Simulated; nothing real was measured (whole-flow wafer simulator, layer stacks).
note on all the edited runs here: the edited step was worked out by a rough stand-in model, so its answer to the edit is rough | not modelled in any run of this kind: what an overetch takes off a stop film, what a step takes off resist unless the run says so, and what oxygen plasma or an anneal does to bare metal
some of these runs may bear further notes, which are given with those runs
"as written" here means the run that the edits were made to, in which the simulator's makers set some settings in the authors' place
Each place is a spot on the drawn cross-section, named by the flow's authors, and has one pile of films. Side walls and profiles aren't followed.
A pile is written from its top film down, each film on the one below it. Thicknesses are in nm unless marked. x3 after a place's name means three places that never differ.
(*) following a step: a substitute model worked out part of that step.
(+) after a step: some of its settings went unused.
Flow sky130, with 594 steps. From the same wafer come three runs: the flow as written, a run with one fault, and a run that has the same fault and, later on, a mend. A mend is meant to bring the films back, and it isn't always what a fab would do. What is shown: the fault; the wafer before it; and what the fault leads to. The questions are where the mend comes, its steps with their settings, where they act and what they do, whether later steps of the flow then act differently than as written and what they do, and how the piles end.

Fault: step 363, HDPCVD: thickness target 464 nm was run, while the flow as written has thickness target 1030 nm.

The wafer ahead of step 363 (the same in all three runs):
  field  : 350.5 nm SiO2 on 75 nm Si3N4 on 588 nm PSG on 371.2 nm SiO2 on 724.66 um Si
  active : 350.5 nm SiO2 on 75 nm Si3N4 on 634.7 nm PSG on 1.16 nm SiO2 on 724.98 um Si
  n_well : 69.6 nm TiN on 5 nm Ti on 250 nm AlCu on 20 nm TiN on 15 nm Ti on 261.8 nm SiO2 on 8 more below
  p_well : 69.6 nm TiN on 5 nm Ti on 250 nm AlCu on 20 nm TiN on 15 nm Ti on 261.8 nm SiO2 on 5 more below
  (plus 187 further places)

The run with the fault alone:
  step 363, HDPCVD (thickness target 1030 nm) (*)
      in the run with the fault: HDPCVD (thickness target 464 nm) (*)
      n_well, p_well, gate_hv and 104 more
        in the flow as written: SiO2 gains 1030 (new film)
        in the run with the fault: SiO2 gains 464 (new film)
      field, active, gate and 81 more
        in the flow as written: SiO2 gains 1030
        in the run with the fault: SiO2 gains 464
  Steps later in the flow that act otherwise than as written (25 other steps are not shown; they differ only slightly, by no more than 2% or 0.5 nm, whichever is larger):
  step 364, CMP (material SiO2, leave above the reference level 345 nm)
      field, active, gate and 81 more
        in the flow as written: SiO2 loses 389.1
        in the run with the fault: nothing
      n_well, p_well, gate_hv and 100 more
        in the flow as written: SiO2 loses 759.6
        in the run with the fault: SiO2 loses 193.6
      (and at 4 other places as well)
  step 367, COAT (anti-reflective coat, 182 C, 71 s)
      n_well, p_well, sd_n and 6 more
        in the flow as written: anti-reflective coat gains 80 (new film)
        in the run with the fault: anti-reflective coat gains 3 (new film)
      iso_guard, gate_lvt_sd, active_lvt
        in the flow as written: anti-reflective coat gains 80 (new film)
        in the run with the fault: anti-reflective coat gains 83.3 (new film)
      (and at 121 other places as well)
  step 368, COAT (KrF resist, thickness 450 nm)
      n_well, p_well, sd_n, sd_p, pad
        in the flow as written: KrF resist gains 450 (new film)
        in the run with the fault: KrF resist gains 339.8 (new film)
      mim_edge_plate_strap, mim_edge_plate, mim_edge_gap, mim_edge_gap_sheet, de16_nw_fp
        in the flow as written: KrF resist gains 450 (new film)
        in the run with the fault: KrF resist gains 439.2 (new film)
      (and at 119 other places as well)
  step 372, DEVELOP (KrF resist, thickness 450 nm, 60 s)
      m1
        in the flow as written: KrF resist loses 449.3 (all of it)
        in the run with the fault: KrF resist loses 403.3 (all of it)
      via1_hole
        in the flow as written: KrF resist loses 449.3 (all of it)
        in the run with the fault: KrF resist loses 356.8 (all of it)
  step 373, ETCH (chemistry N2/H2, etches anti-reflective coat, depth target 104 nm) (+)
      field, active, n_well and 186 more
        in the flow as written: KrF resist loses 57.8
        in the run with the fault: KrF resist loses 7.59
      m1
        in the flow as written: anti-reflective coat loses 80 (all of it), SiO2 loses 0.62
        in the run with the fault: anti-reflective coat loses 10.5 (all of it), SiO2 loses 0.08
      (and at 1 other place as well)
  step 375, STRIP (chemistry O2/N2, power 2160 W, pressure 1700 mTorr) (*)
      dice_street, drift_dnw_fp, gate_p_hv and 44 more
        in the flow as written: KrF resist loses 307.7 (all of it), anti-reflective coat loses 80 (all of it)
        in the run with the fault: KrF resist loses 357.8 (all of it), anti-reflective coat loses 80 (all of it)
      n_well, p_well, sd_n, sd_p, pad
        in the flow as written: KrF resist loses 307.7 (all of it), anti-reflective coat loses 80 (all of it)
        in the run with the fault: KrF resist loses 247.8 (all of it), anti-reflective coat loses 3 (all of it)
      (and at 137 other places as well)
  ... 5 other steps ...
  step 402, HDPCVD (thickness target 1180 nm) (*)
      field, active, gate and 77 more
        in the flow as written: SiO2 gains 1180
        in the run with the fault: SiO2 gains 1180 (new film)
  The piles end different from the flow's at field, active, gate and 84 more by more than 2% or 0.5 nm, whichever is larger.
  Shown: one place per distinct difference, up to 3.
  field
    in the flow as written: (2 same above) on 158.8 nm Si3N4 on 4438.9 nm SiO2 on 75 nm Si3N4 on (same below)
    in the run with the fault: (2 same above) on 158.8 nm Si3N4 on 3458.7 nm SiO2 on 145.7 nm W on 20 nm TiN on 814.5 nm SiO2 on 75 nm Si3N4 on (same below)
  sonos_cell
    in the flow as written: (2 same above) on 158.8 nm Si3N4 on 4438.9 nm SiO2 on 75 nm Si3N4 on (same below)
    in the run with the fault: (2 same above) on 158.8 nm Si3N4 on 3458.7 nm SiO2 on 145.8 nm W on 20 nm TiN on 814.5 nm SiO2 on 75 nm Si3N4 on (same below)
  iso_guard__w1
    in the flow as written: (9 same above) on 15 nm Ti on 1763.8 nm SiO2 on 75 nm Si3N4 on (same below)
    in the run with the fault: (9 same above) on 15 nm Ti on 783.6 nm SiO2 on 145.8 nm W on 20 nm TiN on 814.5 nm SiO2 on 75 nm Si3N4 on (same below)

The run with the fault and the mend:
  The mend stands after step 363.
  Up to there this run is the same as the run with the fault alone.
  step 363a, HDPCVD (thickness target 566 nm) (*) (a further turn of the flow's step 363, with different settings)
      field, active, n_well and 188 more
        SiO2 gains 566
  None of the later steps of the flow differs from how it acts as written, at any place that is followed, by more than 2% or 0.5 nm, whichever is larger.
  At every place that both follow, the piles at the end match the flow's.
